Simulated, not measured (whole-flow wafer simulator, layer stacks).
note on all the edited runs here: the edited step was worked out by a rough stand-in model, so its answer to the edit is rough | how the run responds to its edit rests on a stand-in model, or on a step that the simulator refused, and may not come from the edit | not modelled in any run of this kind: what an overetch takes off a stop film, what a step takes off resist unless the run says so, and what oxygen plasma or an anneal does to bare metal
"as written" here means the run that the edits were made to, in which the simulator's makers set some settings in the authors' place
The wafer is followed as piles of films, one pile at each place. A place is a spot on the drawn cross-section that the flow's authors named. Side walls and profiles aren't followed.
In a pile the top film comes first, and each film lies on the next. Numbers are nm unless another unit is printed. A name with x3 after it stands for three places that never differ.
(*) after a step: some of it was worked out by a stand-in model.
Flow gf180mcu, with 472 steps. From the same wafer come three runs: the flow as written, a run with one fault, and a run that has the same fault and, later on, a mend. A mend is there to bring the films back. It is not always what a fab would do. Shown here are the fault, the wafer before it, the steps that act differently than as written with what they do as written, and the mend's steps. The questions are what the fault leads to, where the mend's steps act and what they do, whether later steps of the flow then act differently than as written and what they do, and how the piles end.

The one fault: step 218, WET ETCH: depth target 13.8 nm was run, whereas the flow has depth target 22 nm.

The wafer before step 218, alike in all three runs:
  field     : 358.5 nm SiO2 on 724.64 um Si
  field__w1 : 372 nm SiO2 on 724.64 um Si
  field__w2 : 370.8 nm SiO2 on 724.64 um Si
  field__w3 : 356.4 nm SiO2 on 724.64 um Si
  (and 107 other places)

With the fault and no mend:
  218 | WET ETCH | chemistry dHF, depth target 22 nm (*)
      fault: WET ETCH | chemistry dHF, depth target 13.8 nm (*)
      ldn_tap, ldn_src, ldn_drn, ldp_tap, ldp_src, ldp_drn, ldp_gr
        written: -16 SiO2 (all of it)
        fault: -14.3 SiO2
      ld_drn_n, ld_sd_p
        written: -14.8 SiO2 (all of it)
        fault: -14 SiO2
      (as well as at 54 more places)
  Steps later in the flow that act otherwise than as written (6 more steps, not shown, differ only slightly: by at most 2% or 0.5 nm, whichever is larger):
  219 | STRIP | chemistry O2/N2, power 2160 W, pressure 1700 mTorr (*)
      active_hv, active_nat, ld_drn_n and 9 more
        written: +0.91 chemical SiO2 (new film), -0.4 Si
        fault: nothing
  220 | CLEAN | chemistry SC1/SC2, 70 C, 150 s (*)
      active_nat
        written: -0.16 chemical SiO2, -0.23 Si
        fault: -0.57 SiO2 (all of it)
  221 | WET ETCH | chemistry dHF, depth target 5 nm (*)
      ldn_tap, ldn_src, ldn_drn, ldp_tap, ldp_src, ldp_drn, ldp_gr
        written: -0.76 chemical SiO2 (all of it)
        fault: -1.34 SiO2 (all of it)
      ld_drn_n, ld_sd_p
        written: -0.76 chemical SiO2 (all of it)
        fault: -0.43 SiO2 (all of it)
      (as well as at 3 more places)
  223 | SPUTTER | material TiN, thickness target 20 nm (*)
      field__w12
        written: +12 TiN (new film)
        fault: +12.9 TiN (new film)
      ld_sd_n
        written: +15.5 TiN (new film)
        fault: +16.2 TiN (new film)
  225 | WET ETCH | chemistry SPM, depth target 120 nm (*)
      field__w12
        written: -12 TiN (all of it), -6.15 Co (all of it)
        fault: -12.9 TiN (all of it), -6.32 Co (all of it)
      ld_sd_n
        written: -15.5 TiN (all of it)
        fault: -16.2 TiN (all of it)
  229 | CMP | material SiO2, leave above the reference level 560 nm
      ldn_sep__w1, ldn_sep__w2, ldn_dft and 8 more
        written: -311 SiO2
        fault: -320.1 SiO2
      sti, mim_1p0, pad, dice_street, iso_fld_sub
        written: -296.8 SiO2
        fault: -305.9 SiO2
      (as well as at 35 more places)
  When the end is reached, the piles differ only a little from the flow's at the places that both follow, at most by 2% or 0.5 nm, whichever is larger.

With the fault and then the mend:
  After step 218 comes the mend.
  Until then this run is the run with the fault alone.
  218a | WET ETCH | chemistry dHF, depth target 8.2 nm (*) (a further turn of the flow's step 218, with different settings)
      field, field__w1, field__w2 and 47 more
        -8.2 SiO2
      ldn_tap, ldn_src, ldn_drn, ldp_tap, ldp_src, ldp_drn, ldp_gr
        -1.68 SiO2 (all of it)
      ld_drn_n, ld_sd_p
        -0.77 SiO2 (all of it)
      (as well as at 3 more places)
  Later steps of the flow that are run all act as written at every place that is followed, up to a difference of at most 2% or 0.5 nm, whichever is larger.
  When the end is reached, the piles differ only a little from the flow's at the places that both follow, at most by 2% or 0.5 nm, whichever is larger.
